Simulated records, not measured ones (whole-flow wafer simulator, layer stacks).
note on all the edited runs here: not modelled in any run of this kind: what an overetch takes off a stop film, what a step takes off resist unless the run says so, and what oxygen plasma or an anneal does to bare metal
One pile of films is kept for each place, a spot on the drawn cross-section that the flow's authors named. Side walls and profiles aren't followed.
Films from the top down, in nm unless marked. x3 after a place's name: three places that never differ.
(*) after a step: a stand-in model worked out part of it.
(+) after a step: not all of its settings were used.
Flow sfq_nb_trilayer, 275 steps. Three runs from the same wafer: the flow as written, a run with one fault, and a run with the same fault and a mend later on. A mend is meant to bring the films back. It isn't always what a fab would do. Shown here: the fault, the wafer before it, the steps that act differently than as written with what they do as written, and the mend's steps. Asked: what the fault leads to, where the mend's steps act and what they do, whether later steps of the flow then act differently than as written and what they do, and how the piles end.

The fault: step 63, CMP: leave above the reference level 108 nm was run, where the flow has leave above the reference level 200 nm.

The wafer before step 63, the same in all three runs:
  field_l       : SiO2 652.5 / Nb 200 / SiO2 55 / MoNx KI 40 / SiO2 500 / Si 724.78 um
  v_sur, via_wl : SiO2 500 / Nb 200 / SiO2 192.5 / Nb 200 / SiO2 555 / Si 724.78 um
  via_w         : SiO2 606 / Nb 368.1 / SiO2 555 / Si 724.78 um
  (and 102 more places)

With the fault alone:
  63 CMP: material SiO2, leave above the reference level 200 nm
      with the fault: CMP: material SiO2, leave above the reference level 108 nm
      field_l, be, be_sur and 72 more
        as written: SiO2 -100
        with the fault: SiO2 -192
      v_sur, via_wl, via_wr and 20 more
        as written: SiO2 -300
        with the fault: SiO2 -392
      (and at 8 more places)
  Later steps of the flow that act differently than as written (3 more steps differ only slightly, by at most 2% or 0.5 nm, whichever is larger, and aren't shown):
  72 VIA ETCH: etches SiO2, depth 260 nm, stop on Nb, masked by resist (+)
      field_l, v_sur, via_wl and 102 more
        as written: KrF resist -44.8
        with the fault: KrF resist -27.9
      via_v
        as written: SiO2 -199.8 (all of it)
        with the fault: SiO2 -107.8 (all of it)
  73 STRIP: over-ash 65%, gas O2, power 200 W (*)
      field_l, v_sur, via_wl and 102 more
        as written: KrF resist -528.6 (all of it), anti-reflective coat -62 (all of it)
        with the fault: KrF resist -545.5 (all of it), anti-reflective coat -62 (all of it)
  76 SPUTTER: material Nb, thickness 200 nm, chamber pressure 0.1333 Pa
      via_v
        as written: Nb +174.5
        with the fault: Nb +192.8
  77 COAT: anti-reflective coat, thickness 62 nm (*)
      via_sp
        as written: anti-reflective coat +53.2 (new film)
        with the fault: anti-reflective coat +52.1 (new film)
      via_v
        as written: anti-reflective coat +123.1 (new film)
        with the fault: anti-reflective coat +106.2 (new film)
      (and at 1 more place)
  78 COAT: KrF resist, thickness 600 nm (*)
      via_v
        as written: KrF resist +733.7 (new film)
        with the fault: KrF resist +654.5 (new film)
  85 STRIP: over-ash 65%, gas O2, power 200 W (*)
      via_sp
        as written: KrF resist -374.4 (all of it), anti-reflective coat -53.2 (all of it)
        with the fault: KrF resist -382.6 (all of it), anti-reflective coat -52.1 (all of it)
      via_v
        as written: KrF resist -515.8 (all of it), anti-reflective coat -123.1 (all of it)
        with the fault: KrF resist -436.7 (all of it), anti-reflective coat -106.2 (all of it)
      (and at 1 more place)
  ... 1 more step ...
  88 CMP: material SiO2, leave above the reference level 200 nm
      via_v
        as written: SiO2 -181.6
        with the fault: SiO2 -185.9
  At the end the piles differ from the flow's by more than 2% or 0.5 nm, whichever is larger, at field_l, v_sur, via_wl and 103 more.
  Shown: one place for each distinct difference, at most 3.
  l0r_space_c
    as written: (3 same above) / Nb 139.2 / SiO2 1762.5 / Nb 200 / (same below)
    with the fault: (3 same above) / Nb 139.2 / SiO2 1670.5 / Nb 200 / (same below)
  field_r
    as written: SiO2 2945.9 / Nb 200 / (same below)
    with the fault: SiO2 2853.9 / Nb 200 / (same below)
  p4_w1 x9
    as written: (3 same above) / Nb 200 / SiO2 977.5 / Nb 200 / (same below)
    with the fault: (3 same above) / Nb 200 / SiO2 885.5 / Nb 200 / (same below)

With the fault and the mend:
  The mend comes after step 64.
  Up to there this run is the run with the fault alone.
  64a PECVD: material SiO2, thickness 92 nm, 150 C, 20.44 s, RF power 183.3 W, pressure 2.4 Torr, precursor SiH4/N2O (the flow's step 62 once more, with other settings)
      field_l, v_sur, via_wl and 103 more
        SiO2 +92
  No later step of the flow acts differently than as written at any place that is followed.
  At the end the piles are the same as the flow's at every place that both follow.
